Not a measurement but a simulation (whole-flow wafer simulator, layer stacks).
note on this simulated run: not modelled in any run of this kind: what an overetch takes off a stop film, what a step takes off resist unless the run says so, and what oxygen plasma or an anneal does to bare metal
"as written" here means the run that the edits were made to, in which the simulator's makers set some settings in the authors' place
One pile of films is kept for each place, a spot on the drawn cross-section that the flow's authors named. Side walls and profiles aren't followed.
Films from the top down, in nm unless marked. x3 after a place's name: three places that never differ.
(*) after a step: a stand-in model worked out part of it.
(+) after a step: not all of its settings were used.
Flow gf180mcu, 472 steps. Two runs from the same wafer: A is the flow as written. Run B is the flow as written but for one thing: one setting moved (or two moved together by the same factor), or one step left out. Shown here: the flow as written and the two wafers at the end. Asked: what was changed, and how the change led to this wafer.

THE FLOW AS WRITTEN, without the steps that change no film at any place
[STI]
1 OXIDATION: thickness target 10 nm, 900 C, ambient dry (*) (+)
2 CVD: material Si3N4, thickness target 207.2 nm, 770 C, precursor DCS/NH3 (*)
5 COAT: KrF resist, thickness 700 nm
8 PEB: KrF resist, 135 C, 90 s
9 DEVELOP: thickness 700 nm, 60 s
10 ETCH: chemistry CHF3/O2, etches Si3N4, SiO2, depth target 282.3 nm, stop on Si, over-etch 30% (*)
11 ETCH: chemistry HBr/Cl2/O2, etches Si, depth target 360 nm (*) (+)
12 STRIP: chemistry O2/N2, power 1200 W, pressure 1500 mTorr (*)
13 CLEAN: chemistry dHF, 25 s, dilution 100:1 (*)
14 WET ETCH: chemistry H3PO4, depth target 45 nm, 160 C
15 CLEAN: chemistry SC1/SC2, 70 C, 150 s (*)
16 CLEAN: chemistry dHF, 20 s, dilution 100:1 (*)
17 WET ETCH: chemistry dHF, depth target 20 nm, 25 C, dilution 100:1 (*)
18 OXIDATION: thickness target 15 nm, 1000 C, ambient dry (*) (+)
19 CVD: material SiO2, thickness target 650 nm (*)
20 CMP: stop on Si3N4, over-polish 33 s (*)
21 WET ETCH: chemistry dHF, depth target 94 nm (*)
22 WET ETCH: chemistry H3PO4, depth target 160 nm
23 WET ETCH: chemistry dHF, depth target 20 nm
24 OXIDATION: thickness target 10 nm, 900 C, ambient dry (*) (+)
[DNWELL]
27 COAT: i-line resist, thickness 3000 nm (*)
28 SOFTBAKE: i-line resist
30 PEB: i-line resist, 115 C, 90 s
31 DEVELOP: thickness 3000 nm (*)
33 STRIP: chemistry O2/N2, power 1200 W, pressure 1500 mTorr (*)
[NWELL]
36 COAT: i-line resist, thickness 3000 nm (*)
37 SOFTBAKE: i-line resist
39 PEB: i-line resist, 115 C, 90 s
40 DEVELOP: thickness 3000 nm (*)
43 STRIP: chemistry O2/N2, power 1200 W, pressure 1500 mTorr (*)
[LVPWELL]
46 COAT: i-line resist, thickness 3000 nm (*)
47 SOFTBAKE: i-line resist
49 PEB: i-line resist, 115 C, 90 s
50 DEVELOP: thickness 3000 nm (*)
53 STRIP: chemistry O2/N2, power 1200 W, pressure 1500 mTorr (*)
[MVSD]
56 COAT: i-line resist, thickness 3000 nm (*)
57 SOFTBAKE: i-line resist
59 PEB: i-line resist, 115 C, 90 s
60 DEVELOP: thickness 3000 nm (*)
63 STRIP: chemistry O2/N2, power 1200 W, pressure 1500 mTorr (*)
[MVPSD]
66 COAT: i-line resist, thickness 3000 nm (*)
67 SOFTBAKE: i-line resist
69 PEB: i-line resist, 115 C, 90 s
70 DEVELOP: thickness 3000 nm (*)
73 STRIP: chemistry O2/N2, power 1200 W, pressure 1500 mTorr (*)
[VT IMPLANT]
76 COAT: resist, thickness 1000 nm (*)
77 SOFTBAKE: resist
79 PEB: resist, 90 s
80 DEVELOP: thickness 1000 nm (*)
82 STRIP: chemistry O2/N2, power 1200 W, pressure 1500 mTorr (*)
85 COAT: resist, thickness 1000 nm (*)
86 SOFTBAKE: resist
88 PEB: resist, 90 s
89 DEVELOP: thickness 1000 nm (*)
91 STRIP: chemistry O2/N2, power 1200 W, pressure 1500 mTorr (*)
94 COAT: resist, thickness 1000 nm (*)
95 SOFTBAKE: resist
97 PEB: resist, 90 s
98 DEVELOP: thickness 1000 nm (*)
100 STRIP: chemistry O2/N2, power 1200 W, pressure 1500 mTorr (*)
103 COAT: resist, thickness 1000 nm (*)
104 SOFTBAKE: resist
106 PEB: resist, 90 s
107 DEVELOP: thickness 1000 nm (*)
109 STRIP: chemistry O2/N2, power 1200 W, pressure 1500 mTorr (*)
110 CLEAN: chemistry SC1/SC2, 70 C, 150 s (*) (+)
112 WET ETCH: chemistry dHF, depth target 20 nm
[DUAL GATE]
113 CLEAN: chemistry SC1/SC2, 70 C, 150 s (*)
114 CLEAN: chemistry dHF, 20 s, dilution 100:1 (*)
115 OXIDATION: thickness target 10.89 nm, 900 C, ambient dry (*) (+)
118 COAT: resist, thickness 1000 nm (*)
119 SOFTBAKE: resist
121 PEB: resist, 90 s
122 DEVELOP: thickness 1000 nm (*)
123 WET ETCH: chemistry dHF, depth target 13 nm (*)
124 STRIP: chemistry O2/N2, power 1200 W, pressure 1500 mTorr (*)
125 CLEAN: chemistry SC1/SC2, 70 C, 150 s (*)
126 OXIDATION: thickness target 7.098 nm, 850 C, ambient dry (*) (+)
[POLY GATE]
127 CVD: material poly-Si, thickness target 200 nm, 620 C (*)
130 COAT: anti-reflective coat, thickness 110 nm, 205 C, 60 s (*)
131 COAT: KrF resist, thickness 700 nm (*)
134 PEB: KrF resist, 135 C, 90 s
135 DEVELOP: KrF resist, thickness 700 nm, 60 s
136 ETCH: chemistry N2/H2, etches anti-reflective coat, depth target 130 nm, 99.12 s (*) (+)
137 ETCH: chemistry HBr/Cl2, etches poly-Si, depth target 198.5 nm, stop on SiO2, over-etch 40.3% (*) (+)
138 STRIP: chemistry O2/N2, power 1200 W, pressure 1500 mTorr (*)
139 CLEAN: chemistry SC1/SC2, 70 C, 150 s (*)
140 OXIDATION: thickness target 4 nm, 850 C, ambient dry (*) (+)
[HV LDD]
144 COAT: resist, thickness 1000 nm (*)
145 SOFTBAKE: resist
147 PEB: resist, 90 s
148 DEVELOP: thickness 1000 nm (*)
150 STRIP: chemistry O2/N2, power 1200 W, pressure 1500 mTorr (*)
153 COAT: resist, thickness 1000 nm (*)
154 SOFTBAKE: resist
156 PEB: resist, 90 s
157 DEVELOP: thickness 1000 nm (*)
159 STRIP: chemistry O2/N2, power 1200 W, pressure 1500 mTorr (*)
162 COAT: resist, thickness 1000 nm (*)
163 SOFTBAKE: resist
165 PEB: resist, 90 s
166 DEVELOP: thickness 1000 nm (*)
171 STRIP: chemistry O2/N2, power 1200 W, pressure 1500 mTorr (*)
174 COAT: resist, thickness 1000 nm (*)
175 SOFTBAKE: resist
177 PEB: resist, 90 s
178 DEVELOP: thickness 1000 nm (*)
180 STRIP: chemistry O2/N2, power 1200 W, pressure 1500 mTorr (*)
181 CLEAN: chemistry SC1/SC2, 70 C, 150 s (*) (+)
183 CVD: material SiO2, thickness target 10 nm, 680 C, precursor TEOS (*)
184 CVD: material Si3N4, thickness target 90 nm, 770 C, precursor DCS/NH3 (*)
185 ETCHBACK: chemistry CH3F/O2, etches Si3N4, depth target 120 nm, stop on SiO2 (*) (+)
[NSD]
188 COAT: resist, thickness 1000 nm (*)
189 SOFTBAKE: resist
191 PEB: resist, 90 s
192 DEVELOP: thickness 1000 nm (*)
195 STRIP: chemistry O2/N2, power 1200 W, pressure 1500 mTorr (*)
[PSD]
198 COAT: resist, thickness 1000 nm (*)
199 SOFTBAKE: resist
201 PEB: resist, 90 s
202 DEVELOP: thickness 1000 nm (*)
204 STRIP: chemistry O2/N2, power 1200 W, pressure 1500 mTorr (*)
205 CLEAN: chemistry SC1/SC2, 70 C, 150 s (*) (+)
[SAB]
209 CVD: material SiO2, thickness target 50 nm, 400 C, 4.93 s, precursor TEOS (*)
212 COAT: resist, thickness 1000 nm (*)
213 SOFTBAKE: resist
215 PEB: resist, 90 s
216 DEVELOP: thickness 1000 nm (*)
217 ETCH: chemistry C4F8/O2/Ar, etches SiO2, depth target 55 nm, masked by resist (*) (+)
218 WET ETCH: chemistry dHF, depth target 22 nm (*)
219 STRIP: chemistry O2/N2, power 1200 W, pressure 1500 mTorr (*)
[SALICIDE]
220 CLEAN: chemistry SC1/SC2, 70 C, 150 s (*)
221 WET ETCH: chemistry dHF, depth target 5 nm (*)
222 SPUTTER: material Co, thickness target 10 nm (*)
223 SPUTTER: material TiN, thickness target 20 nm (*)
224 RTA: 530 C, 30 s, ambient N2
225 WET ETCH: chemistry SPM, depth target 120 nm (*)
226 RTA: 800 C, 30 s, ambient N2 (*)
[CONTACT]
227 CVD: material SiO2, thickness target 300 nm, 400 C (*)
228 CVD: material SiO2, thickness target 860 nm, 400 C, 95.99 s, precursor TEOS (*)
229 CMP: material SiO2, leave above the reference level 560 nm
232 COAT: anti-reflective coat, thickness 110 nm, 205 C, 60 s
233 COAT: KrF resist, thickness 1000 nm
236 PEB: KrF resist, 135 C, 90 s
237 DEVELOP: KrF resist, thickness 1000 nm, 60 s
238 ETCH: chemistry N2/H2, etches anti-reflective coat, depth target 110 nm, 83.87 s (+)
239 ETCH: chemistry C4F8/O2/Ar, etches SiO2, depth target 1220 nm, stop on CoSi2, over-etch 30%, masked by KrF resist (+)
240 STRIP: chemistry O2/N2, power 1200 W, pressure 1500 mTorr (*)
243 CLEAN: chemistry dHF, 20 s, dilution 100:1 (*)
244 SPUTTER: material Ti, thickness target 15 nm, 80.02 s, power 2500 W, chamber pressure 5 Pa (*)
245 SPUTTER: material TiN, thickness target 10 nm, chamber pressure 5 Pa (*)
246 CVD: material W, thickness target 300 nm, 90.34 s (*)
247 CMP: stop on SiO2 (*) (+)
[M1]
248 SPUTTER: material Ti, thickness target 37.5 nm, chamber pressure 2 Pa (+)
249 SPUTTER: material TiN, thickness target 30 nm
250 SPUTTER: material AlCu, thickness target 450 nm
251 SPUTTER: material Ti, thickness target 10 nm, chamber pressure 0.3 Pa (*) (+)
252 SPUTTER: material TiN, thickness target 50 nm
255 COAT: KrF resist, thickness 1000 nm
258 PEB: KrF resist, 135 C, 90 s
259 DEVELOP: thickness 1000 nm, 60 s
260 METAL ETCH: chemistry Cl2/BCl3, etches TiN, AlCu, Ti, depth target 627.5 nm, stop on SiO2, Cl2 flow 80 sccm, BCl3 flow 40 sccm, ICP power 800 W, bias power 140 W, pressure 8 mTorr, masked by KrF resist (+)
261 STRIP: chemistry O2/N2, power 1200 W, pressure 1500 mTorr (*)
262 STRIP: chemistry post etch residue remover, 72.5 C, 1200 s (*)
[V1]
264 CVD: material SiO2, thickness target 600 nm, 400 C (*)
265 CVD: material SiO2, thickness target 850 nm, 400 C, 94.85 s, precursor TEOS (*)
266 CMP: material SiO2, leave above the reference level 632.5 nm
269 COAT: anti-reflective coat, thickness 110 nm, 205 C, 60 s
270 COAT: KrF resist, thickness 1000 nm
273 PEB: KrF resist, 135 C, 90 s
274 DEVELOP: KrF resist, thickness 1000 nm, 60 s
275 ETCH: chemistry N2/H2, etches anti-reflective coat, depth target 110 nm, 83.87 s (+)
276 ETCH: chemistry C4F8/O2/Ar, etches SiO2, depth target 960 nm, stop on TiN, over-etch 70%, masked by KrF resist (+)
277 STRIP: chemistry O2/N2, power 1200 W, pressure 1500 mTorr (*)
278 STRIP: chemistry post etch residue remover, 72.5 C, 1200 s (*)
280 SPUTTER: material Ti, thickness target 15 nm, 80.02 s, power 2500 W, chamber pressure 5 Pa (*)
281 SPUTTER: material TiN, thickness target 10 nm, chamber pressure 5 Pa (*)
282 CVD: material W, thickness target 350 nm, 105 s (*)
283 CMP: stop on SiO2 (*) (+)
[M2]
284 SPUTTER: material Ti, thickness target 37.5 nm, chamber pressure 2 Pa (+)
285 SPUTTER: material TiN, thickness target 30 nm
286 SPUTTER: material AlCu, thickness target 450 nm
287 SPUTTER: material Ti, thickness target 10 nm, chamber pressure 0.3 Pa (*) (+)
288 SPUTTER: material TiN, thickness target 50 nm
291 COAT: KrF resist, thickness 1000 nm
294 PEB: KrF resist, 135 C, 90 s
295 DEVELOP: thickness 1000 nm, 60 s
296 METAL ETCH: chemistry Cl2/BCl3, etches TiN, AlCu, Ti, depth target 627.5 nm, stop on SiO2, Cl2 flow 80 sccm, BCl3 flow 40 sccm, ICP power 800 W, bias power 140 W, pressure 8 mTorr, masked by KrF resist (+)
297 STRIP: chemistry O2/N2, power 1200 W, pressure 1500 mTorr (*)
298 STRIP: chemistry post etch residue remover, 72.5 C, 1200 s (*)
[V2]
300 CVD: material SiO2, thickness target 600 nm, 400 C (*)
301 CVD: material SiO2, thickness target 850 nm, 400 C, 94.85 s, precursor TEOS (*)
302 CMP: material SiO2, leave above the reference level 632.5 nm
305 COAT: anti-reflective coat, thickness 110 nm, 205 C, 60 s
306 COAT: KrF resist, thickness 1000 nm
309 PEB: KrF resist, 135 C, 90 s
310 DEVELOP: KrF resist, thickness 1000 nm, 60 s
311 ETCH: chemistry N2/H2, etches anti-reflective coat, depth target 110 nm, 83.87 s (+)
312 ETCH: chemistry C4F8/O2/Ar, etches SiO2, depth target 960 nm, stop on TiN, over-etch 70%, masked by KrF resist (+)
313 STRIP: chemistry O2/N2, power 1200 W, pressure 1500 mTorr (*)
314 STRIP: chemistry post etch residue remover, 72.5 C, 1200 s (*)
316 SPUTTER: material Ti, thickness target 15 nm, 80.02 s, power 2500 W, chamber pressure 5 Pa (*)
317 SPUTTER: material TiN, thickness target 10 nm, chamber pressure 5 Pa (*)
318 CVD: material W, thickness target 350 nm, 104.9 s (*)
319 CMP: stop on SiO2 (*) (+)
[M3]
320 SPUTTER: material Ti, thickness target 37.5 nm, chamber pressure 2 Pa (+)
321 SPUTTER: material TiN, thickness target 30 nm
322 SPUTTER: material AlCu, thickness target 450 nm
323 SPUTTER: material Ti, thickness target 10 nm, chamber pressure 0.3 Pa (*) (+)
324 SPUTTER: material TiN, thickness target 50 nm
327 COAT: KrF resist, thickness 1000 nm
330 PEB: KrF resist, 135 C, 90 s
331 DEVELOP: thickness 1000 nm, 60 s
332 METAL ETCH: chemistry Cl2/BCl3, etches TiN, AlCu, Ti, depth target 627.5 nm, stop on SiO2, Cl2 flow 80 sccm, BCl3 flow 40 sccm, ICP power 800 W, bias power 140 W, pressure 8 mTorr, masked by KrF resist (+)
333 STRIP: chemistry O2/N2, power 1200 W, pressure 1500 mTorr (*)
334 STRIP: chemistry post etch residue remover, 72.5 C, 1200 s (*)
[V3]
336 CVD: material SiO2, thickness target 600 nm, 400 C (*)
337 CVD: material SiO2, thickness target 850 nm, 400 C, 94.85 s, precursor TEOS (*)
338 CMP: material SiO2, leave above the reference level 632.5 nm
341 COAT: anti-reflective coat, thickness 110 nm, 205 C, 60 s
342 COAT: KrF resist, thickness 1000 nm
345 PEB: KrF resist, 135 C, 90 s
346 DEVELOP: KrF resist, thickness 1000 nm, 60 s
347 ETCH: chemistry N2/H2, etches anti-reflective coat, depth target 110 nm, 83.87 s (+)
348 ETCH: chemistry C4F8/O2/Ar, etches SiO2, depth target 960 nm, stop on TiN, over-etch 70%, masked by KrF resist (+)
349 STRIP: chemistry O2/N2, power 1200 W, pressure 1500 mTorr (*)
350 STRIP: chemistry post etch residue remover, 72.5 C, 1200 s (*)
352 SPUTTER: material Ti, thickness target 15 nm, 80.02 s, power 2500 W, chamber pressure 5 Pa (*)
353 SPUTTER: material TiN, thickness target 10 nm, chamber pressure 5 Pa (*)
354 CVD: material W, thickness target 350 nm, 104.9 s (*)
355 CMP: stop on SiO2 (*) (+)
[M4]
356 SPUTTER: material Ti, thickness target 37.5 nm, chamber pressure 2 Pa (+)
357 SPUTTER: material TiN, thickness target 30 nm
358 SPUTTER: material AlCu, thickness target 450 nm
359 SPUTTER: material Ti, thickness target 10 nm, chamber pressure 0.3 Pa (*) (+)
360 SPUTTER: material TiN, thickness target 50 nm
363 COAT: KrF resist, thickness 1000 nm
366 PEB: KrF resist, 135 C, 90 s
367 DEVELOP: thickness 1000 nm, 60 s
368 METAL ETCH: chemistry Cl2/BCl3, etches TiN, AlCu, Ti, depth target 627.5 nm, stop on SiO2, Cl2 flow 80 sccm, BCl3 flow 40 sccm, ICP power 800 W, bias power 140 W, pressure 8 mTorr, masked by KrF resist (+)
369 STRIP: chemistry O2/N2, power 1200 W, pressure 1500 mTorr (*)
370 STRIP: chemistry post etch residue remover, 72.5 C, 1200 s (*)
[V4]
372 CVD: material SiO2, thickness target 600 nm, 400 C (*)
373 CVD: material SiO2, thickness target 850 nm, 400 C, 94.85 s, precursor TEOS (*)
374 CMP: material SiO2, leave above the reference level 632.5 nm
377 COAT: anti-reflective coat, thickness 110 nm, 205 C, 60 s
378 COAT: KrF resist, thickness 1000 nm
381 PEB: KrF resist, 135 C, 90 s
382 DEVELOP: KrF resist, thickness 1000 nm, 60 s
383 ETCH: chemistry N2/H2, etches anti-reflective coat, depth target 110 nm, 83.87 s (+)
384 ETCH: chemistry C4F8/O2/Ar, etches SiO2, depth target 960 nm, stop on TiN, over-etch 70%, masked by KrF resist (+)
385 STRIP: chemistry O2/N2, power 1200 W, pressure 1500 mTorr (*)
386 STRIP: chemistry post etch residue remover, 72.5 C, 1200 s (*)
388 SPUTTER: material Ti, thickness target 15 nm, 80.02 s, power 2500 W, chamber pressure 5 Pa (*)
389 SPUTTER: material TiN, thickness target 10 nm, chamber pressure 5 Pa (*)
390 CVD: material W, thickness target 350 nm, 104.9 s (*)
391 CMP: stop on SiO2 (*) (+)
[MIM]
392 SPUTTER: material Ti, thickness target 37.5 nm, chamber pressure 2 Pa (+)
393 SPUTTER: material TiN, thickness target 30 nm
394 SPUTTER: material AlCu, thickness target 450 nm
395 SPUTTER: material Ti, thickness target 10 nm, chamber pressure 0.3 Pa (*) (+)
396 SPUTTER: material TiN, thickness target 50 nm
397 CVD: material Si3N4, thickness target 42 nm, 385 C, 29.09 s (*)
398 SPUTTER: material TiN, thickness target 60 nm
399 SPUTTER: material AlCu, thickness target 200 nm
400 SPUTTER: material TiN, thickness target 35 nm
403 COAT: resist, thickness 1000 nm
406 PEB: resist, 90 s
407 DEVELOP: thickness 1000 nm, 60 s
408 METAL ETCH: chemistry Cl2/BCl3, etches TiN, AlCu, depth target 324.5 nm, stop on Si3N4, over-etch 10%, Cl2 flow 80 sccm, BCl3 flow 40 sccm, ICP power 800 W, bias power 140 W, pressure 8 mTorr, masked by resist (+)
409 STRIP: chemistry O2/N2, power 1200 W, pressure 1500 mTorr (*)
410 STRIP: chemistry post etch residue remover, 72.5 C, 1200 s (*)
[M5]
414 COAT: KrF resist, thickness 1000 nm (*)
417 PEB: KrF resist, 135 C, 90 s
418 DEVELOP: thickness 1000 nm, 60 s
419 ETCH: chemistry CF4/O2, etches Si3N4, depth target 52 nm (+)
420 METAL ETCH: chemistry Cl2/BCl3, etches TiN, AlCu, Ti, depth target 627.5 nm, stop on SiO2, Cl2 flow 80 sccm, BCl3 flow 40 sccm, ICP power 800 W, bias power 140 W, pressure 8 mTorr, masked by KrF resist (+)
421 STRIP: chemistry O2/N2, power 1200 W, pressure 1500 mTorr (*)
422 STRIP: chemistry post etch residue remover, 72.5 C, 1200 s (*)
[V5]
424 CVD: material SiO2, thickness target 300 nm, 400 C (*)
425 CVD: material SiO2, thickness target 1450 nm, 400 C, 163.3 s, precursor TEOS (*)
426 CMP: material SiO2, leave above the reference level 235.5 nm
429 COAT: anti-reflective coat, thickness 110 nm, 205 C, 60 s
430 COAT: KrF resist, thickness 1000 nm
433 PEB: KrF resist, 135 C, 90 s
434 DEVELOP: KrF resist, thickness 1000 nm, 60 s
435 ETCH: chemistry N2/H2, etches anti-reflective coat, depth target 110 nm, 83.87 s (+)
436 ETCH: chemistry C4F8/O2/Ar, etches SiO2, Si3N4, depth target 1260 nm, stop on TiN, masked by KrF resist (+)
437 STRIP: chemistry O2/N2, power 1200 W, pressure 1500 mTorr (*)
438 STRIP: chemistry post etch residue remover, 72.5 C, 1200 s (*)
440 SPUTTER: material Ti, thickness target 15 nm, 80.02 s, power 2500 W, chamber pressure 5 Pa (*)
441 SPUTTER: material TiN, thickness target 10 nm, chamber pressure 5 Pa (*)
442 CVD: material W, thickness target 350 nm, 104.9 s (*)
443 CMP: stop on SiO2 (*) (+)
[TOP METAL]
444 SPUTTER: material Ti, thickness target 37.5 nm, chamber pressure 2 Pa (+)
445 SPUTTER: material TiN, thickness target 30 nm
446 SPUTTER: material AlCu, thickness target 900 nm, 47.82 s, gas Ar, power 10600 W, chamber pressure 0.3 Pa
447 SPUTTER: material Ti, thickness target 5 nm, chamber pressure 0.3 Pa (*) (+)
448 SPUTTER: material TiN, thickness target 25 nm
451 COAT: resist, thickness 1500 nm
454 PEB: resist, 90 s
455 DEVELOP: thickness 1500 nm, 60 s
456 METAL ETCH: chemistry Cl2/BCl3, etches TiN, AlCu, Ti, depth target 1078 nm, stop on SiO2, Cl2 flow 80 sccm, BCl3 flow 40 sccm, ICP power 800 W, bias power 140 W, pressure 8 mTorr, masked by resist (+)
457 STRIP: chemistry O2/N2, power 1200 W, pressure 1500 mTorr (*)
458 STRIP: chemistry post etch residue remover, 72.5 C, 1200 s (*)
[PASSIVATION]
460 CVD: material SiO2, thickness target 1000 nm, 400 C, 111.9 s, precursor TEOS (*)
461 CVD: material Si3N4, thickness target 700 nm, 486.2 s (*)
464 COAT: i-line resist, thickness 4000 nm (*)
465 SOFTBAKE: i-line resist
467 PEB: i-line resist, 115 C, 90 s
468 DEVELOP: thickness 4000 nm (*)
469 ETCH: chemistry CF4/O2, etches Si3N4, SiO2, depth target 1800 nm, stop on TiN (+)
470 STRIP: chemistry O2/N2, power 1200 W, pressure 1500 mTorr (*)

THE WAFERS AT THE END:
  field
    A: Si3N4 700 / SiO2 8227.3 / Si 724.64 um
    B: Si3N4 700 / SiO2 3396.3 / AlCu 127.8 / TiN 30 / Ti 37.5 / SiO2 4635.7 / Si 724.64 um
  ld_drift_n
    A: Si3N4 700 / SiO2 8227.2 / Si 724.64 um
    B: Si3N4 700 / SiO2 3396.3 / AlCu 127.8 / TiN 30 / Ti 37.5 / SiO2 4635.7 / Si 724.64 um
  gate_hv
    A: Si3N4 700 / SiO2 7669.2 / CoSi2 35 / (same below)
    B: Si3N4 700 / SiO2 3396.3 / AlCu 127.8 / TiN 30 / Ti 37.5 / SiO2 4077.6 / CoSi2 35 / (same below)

The cause: step 368, METAL ETCH: depth target 376.5 nm was run, where the flow has depth target 627.5 nm.

How the change led to this, step by step:
  368 METAL ETCH: chemistry Cl2/BCl3, etches TiN, AlCu, Ti, depth target 627.5 nm, stop on SiO2, Cl2 flow 80 sccm, BCl3 flow 40 sccm, ICP power 800 W, bias power 140 W, pressure 8 mTorr, masked by KrF resist (+)
      field, field__w1, field__w2 and 103 more: A TiN -50 (all of it), Ti -10 (all of it), AlCu -450 (all of it), TiN -30 (all of it), Ti -37.5 (all of it) | B TiN -50 (all of it), Ti -10 (all of it), AlCu -316.5
      field__w8, contact, m1, m1__w1, m1_nw: A KrF resist -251 | B KrF resist -150.6
  369 STRIP: chemistry O2/N2, power 1200 W, pressure 1500 mTorr (*)
      field__w8, contact, m1, m1__w1, m1_nw: A KrF resist -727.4 (all of it) | B KrF resist -827.8 (all of it)
  370 STRIP: chemistry post etch residue remover, 72.5 C, 1200 s (*)
      field, field__w1, field__w2 and 103 more: A nothing | B AlCu -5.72
  372 CVD: material SiO2, thickness target 600 nm, 400 C (*)
      field, field__w1, field__w2 and 103 more: A SiO2 +600 | B SiO2 +600 (new film)
  374 CMP: material SiO2, leave above the reference level 632.5 nm
      field, field__w1, field__w2 and 103 more: A SiO2 -300 | B SiO2 -495.3
Counting metal films that touch as one body, field has 1 body; the flow as written gives 0 bodies.
Counting metal films that touch as one body, ld_drift_n has 1 body; the flow as written gives 0 bodies.
Counting metal films that touch as one body, gate_hv has 2 bodies (between them, from the top down: SiO2 4077.6); the flow as written gives 1 body.
